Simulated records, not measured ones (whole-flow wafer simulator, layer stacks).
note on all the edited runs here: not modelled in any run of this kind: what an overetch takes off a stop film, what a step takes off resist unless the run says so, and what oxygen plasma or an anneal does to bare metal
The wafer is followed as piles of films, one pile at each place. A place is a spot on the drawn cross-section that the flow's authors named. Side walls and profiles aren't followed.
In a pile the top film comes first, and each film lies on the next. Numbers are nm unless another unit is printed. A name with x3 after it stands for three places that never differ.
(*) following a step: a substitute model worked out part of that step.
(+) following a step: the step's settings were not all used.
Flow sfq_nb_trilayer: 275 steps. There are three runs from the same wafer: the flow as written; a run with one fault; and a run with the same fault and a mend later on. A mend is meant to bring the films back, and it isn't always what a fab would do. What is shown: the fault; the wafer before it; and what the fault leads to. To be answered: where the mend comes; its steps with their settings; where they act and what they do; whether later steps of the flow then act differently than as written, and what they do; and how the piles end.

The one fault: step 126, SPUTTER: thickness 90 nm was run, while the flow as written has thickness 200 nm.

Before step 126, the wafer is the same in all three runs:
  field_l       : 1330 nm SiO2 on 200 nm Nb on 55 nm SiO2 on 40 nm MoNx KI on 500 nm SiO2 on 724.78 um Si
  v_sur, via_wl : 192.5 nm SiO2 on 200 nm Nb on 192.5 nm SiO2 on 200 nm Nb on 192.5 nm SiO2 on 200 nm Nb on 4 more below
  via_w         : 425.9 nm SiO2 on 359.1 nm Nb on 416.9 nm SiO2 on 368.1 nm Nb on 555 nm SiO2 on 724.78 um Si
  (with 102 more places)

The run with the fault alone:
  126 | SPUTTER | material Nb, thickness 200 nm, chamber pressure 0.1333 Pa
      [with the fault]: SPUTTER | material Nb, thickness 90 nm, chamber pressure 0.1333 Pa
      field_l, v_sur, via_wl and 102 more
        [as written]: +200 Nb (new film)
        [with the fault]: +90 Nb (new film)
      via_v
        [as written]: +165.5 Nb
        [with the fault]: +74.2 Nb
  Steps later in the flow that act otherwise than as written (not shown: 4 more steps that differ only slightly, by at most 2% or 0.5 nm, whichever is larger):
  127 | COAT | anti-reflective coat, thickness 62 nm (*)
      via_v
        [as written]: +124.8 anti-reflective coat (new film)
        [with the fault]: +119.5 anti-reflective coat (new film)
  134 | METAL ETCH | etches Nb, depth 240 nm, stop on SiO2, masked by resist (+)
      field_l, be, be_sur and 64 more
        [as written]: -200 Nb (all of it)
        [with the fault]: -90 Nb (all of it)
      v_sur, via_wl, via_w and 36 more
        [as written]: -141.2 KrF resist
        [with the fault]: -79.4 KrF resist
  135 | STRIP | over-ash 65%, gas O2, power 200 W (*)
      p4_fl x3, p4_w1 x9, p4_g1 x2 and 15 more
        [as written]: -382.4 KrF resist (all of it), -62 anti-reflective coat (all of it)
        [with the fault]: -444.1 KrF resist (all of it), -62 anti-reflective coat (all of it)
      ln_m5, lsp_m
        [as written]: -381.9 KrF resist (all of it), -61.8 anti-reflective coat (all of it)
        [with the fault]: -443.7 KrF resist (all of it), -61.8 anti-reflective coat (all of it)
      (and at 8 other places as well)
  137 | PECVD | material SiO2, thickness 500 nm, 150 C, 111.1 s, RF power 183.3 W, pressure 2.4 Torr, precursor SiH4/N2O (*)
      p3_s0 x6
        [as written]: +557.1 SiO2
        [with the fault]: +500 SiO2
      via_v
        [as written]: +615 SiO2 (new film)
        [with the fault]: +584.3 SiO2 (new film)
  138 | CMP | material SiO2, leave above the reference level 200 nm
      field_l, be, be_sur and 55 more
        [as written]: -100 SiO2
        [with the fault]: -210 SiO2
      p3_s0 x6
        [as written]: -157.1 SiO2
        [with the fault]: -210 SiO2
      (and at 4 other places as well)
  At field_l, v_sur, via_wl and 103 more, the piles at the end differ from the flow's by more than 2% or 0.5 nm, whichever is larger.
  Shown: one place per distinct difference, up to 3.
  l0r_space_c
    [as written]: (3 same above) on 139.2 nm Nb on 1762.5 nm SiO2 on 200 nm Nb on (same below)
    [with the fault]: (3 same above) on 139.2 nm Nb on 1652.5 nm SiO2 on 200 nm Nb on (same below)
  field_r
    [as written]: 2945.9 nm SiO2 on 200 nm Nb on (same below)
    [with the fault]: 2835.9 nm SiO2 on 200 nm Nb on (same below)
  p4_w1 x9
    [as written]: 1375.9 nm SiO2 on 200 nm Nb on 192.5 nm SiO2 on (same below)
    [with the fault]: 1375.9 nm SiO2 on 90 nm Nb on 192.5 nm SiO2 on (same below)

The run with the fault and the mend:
  After step 126 comes the mend.
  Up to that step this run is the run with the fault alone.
  126a | SPUTTER | material Nb, thickness 110 nm, chamber pressure 0.1333 Pa (the flow's step 126, run once more with other settings)
      field_l, v_sur, via_wl and 102 more
        +110 Nb
      via_v
        +90.4 Nb
  Every later step of the flow that is run acts as written, at every place that is followed, to within 2% or 0.5 nm, whichever is larger.
  The piles end only slightly different from the flow's at the places that both follow, by no more than 2% or 0.5 nm, whichever is larger.
